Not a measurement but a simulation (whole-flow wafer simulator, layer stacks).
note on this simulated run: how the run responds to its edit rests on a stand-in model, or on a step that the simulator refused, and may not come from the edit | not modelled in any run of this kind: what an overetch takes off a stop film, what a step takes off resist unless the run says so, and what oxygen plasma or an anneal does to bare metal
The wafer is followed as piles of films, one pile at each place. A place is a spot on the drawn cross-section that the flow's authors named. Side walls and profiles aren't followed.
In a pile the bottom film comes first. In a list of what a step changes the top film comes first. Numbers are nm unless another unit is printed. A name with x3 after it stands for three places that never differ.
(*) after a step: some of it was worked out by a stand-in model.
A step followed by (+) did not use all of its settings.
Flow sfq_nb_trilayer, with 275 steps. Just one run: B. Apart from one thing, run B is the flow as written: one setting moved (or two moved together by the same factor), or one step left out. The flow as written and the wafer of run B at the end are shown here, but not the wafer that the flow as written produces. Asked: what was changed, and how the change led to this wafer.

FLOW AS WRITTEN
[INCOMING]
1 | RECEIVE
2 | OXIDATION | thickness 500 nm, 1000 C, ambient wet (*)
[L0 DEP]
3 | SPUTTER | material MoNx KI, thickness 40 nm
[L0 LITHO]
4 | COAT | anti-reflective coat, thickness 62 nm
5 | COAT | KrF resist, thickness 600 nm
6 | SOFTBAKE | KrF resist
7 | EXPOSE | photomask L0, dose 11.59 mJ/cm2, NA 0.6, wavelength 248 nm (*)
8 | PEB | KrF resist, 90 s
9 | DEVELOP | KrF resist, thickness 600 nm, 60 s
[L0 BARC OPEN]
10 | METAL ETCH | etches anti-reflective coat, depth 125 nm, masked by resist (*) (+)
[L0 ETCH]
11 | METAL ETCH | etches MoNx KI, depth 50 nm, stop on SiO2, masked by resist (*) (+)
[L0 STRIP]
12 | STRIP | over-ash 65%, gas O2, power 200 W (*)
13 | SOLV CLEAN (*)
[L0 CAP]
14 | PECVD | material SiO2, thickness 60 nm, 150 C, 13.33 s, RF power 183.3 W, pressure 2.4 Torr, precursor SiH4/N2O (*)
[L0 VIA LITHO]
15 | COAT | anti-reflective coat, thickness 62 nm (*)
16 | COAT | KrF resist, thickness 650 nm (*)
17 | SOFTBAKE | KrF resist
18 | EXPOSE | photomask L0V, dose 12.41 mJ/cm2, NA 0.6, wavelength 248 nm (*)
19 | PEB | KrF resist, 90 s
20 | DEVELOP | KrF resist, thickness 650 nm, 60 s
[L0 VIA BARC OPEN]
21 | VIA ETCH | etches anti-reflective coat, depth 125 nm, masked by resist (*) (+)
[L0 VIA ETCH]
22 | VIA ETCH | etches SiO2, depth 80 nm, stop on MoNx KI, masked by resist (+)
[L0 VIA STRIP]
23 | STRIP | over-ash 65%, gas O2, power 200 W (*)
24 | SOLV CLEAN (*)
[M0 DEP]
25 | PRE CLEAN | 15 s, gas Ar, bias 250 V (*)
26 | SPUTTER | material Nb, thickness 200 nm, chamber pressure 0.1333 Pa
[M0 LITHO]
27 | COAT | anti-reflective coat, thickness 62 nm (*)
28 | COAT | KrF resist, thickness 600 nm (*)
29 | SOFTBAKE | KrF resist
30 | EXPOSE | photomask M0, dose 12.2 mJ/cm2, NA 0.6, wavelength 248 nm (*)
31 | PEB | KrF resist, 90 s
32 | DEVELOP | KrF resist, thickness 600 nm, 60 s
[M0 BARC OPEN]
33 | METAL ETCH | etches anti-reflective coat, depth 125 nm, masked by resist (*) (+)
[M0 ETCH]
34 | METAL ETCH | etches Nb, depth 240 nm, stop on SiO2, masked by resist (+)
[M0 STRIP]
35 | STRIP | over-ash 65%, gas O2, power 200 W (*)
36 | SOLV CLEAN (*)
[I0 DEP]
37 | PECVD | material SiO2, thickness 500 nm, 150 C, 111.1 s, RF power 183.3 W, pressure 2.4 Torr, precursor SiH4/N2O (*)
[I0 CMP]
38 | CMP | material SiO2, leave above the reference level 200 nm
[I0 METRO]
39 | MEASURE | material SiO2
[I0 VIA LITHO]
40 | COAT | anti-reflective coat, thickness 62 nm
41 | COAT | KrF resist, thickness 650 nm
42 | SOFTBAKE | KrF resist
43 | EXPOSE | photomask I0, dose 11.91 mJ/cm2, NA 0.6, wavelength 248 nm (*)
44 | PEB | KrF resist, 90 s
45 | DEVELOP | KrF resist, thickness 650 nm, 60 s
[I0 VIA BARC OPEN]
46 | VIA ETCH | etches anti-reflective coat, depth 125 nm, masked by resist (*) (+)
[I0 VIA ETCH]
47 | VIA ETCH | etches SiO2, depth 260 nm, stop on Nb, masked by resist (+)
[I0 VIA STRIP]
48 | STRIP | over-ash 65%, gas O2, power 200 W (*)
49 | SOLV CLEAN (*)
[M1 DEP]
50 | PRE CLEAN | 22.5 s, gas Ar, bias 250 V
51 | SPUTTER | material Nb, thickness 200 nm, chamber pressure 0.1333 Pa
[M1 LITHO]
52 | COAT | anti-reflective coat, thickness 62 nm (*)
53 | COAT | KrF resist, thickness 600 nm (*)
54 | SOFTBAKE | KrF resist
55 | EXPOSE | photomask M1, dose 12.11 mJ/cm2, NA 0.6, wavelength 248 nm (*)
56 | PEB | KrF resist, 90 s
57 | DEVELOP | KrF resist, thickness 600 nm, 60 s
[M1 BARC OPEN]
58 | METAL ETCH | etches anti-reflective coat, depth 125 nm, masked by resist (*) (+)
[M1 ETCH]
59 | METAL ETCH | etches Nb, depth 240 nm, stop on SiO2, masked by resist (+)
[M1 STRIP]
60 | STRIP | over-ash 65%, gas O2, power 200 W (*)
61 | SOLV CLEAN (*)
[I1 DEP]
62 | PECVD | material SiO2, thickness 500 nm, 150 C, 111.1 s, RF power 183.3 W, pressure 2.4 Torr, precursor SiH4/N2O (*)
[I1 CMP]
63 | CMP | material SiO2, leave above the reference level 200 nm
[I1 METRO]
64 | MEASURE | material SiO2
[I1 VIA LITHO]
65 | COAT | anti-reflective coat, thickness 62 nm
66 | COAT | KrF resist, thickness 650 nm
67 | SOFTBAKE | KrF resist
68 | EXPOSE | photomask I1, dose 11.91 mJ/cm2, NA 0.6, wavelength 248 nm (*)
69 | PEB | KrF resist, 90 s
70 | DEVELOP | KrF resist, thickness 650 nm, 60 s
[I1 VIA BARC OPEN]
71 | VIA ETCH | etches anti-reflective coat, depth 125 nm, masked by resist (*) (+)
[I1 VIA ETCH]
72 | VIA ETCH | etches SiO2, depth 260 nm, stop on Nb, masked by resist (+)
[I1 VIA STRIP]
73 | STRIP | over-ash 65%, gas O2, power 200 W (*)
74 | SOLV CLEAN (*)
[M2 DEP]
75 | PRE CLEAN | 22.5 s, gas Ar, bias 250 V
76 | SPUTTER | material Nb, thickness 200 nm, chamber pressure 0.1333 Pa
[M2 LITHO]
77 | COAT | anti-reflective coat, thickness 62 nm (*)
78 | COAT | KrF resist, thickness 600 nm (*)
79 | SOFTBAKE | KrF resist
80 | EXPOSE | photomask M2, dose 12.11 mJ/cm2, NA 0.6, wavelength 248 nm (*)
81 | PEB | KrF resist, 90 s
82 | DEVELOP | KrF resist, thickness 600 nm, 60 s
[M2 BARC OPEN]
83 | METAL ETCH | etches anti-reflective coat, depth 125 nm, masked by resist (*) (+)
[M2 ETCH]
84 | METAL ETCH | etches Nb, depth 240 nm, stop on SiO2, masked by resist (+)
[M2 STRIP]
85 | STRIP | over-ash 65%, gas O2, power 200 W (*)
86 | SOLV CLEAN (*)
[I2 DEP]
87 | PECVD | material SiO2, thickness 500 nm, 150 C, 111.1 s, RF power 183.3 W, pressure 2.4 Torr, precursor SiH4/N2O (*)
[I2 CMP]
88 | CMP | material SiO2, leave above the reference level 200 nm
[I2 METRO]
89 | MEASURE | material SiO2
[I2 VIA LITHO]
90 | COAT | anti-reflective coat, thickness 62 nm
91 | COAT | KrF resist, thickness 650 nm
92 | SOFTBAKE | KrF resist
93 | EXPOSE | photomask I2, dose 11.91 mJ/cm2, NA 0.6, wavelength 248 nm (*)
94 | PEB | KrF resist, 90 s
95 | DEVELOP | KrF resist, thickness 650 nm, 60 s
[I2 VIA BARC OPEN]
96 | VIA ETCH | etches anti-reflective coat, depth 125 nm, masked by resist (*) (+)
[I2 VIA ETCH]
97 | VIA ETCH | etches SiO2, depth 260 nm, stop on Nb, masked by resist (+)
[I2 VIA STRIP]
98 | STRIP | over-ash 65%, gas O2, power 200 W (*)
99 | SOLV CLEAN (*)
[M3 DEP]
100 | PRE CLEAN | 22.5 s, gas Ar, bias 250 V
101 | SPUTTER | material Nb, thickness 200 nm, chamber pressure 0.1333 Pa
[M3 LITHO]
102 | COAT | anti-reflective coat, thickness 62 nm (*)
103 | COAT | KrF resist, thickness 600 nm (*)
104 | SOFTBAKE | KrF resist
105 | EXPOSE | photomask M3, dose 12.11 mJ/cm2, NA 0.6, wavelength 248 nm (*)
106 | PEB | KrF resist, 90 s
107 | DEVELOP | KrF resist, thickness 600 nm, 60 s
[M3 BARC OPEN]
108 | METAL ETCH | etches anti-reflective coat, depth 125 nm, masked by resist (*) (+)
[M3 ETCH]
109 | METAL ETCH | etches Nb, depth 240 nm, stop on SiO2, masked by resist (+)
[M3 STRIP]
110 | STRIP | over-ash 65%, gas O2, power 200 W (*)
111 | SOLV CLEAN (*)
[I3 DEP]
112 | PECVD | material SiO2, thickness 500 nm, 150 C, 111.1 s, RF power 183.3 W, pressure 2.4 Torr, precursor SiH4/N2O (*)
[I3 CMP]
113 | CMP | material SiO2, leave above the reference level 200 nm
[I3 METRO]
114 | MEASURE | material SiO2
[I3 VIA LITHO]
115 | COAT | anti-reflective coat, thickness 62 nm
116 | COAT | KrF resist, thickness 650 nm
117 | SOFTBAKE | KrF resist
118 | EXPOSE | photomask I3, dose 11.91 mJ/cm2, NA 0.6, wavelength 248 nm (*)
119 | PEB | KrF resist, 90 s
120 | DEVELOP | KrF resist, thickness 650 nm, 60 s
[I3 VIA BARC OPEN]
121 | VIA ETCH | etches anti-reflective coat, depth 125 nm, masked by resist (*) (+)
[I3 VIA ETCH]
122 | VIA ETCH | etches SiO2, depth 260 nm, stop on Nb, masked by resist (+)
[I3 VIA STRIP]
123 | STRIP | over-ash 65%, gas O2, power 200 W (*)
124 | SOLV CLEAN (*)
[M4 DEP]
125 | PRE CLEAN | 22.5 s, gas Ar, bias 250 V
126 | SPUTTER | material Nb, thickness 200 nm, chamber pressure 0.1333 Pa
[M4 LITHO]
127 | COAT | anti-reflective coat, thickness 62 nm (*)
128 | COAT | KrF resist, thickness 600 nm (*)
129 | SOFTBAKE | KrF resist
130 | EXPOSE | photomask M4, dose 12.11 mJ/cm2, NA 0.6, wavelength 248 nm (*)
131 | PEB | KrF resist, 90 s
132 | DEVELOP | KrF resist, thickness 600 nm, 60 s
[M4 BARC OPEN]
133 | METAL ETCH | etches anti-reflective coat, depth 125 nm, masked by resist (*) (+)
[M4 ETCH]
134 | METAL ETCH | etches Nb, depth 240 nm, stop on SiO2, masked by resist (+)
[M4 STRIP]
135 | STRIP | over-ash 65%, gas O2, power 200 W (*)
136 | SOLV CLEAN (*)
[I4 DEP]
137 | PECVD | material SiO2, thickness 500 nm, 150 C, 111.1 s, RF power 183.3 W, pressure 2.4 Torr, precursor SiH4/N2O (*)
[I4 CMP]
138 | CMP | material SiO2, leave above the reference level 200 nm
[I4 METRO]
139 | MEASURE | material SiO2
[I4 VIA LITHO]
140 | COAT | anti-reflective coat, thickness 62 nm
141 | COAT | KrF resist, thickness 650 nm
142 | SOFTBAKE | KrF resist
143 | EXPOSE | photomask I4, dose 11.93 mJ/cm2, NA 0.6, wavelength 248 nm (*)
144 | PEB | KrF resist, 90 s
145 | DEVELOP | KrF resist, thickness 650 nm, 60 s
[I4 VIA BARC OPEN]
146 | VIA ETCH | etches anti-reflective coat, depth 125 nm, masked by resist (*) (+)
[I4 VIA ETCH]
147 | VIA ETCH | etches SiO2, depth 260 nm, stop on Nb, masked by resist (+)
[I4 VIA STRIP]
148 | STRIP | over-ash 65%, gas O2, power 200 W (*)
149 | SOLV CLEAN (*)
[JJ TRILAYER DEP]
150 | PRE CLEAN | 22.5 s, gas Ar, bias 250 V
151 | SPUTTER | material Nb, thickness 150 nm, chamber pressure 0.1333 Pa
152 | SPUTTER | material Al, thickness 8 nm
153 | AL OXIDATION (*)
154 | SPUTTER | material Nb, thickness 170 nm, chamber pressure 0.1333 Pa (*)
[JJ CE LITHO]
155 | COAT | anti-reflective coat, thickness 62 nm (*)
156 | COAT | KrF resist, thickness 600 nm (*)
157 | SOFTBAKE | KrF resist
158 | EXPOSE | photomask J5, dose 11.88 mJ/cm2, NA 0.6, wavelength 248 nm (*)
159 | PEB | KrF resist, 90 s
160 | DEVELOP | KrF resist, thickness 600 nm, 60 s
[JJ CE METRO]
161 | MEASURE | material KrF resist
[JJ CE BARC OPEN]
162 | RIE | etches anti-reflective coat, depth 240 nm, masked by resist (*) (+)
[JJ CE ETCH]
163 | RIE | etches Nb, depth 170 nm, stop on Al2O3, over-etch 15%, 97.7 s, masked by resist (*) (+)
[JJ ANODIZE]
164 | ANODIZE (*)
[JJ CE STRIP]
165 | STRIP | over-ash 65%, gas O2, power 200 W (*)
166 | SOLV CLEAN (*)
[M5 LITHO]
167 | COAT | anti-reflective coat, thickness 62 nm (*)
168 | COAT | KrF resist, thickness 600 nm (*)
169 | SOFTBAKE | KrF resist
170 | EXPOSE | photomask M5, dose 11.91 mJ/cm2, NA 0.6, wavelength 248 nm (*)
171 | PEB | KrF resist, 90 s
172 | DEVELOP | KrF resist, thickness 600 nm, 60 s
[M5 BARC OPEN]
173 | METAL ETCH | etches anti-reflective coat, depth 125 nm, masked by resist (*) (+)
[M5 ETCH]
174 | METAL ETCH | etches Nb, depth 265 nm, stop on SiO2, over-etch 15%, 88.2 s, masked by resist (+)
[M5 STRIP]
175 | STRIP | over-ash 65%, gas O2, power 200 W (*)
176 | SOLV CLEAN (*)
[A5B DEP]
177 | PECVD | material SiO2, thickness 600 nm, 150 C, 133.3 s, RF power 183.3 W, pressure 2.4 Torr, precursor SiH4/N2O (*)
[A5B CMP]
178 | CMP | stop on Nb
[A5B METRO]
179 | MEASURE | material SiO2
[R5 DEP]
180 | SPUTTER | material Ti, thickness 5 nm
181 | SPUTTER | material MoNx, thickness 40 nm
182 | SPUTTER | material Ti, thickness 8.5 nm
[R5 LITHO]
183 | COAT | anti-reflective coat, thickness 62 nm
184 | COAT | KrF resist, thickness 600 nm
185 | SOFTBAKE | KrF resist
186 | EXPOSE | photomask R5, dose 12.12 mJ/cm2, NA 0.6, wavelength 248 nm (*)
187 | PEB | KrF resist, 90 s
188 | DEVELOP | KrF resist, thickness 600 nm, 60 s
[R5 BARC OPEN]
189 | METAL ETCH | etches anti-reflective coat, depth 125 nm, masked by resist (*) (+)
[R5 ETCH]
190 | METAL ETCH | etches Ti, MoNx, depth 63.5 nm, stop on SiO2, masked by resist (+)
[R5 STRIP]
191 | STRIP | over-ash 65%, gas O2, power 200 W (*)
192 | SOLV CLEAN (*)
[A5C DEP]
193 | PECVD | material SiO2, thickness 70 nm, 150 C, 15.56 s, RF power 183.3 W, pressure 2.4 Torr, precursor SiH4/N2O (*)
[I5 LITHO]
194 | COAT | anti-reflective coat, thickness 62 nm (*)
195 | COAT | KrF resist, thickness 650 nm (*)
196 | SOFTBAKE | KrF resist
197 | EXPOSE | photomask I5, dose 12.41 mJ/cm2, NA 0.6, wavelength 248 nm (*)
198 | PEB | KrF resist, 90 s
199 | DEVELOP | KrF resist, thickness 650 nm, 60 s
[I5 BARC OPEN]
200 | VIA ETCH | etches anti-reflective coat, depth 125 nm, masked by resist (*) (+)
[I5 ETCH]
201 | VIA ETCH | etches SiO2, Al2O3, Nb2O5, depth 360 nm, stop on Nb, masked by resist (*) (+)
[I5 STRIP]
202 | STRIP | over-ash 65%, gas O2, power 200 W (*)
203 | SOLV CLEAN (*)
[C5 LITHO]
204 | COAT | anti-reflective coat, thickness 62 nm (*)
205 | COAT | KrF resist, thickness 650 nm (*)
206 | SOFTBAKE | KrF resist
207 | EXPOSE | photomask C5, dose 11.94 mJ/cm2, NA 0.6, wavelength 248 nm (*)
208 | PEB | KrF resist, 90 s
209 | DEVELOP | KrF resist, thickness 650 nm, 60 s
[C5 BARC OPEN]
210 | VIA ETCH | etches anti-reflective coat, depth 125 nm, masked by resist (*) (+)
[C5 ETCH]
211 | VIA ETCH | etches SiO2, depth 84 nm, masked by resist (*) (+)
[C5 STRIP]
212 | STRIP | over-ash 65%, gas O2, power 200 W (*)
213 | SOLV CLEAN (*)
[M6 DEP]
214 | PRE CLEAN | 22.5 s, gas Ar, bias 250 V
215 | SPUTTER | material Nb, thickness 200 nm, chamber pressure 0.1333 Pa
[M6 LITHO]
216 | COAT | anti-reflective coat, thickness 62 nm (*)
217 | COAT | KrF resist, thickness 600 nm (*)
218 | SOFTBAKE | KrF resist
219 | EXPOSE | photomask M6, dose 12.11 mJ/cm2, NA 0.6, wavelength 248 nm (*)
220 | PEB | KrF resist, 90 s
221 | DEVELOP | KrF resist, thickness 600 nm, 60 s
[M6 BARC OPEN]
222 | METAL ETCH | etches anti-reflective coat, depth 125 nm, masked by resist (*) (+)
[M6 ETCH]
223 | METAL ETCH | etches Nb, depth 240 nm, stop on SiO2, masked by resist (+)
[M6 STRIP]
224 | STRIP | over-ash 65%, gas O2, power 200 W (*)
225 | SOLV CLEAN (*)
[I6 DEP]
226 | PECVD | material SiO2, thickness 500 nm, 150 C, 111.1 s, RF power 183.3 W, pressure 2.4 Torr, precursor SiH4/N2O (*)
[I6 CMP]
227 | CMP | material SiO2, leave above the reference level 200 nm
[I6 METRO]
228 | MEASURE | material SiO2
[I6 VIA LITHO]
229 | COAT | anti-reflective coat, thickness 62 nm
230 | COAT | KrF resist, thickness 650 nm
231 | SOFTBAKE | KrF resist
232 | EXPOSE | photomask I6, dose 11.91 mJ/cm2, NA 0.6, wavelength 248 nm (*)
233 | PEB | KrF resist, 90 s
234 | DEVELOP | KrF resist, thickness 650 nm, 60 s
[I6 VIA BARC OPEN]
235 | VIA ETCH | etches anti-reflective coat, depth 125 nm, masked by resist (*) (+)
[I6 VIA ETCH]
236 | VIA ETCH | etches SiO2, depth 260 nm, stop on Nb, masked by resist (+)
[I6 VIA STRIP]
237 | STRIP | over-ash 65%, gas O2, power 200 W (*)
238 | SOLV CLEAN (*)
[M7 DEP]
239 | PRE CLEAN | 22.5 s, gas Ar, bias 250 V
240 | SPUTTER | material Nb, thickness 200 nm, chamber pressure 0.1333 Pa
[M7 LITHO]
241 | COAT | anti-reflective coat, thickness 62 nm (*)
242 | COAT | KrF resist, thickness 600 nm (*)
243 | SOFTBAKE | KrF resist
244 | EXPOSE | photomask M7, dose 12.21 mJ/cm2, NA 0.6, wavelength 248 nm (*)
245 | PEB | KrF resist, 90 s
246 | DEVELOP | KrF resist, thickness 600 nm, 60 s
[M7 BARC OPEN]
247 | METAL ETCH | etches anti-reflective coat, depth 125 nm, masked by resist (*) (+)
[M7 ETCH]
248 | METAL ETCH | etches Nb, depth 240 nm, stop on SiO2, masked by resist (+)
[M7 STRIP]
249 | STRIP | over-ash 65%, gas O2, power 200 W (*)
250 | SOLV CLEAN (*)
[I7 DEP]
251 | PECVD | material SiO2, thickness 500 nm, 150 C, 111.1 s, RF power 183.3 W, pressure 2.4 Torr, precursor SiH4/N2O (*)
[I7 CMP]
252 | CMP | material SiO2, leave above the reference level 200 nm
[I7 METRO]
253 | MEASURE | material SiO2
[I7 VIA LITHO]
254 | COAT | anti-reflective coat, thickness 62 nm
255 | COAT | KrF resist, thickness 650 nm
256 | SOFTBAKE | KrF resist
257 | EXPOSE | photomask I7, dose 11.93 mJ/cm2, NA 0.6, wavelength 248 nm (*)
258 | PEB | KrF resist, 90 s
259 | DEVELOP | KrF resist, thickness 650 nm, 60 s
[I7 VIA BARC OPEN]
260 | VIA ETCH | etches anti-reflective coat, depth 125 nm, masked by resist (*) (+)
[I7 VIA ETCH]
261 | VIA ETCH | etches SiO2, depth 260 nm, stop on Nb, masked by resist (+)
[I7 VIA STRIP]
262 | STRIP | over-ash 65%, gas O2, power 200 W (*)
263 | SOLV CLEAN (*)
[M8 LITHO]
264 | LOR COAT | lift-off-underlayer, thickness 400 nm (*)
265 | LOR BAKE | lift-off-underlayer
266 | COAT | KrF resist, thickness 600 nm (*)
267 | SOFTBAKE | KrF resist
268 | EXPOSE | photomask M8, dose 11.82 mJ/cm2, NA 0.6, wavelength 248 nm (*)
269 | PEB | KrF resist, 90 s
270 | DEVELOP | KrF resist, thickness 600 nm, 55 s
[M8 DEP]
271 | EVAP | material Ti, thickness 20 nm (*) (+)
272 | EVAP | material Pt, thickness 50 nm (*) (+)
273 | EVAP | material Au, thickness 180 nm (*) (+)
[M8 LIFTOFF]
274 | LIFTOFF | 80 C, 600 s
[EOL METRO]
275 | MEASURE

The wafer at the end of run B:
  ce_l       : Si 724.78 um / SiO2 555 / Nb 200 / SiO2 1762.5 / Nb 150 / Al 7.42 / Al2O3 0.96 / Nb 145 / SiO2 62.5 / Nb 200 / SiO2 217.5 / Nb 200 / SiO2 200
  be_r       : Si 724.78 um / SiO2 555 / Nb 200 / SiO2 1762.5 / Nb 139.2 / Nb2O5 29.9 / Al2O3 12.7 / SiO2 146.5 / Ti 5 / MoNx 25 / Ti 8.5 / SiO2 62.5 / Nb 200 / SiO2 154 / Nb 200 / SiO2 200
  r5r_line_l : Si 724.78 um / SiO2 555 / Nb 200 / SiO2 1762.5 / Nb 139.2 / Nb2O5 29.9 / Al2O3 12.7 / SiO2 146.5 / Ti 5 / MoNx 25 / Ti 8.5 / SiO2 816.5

What caused this: step 181, SPUTTER: thickness 25 nm was run, whereas the flow has thickness 40 nm.
One can read it off the wafer: be_r has MoNx 25, and step 181 as written asks for 40 nm.

How this came from the change, step by step:
  181 | SPUTTER | material MoNx, thickness 40 nm
      field_l, v_sur, via_wl and 103 more: +25 MoNx (new film) (it would be, as written: +40 MoNx (new film))
  190 | METAL ETCH | etches Ti, MoNx, depth 63.5 nm, stop on SiO2, masked by resist (+)
      field_l, v_sur, via_wl and 92 more: -8.5 Ti (all of it), -25 MoNx (all of it), -5 Ti (all of it) (it would be, as written: -8.5 Ti (all of it), -40 MoNx (all of it), -5 Ti (all of it))
      ce_l, c5j, ce_r, wl_jj: -8.5 Ti (all of it), -25 MoNx (all of it), -5 Ti (all of it), -25 Nb (it would be, as written: -8.5 Ti (all of it), -40 MoNx (all of it), -5 Ti (all of it), -10 Nb)
  194 | COAT | anti-reflective coat, thickness 62 nm (*)
      wl_j_sl, wl_j_sr: +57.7 anti-reflective coat (new film) (it would be, as written: +60.2 anti-reflective coat (new film))
      r5r_spacepad_l, r5r_spacepad_r: +77.9 anti-reflective coat (new film) (it would be, as written: +84.4 anti-reflective coat (new film))
      (and at 14 other places as well)
  202 | STRIP | over-ash 65%, gas O2, power 200 W (*)
      wl_j_sl, wl_j_sr: -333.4 KrF resist (all of it), -57.7 anti-reflective coat (all of it) (it would be, as written: -333.3 KrF resist (all of it), -60.2 anti-reflective coat (all of it))
      r5r_spacepad_l, r5r_spacepad_r: -335.1 KrF resist (all of it), -77.9 anti-reflective coat (all of it) (it would be, as written: -335.6 KrF resist (all of it), -84.4 anti-reflective coat (all of it))
      (and at 14 other places as well)
  204 | COAT | anti-reflective coat, thickness 62 nm (*)
      wl_j_sl, wl_j_sr: +57.7 anti-reflective coat (new film) (it would be, as written: +60.2 anti-reflective coat (new film))
      r5r_spacepad_l, r5r_spacepad_r: +77.9 anti-reflective coat (new film) (it would be, as written: +84.4 anti-reflective coat (new film))
      (and at 14 other places as well)
  210 | VIA ETCH | etches anti-reflective coat, depth 125 nm, masked by resist (*) (+)
      field_l, v_sur, via_wl and 101 more: -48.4 KrF resist (it would be, as written: -47.4 KrF resist)
      c5j: -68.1 anti-reflective coat (all of it), -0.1 SiO2 (it would be, as written: -63.9 anti-reflective coat (all of it), -0.11 SiO2)
      (and at 1 other place as well)
  212 | STRIP | over-ash 65%, gas O2, power 200 W (*)
      wl_j_sl, wl_j_sr: -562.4 KrF resist (all of it), -57.7 anti-reflective coat (all of it) (it would be, as written: -563.4 KrF resist (all of it), -60.2 anti-reflective coat (all of it))
      r5r_spacepad_l, r5r_spacepad_r: -564 KrF resist (all of it), -77.9 anti-reflective coat (all of it) (it would be, as written: -565.8 KrF resist (all of it), -84.4 anti-reflective coat (all of it))
      (and at 12 other places as well)
  216 | COAT | anti-reflective coat, thickness 62 nm (*)
      r5r_line_l, r5r_line_c, r5r_line_r: +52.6 anti-reflective coat (new film) (it would be, as written: +50 anti-reflective coat (new film))
      wl_j_sl, wl_j_sr: +57.8 anti-reflective coat (new film) (it would be, as written: +60.2 anti-reflective coat (new film))
      (and at 13 other places as well)
  222 | METAL ETCH | etches anti-reflective coat, depth 125 nm, masked by resist (*) (+)
      r5r_line_l, r5r_line_c, r5r_line_r: -52.6 anti-reflective coat (all of it) (it would be, as written: -50 anti-reflective coat (all of it))
      r5r_spacepad_l, r5r_spacepad_r: -78.5 anti-reflective coat (all of it) (it would be, as written: -85.7 anti-reflective coat (all of it))
      (and at 2 other places as well)
  224 | STRIP | over-ash 65%, gas O2, power 200 W (*)
      wl_j_sl, wl_j_sr: -382.4 KrF resist (all of it), -57.8 anti-reflective coat (all of it) (it would be, as written: -382.5 KrF resist (all of it), -60.2 anti-reflective coat (all of it))
      jj_sur: -377.7 KrF resist (all of it), -53.3 anti-reflective coat (all of it) (it would be, as written: -378.5 KrF resist (all of it), -56.1 anti-reflective coat (all of it))
      (and at 8 other places as well)
  226 | PECVD | material SiO2, thickness 500 nm, 150 C, 111.1 s, RF power 183.3 W, pressure 2.4 Torr, precursor SiH4/N2O (*)
      r5r_spacepad_l, r5r_spacepad_r: +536 SiO2 (it would be, as written: +553.5 SiO2)
  227 | CMP | material SiO2, leave above the reference level 200 nm
      ce_l, ce_r, wl_jj: -275 SiO2 (it would be, as written: -290 SiO2)
      be_r, r_sur, r_end: -338.5 SiO2 (it would be, as written: -353.5 SiO2)
      (and at 7 other places as well)
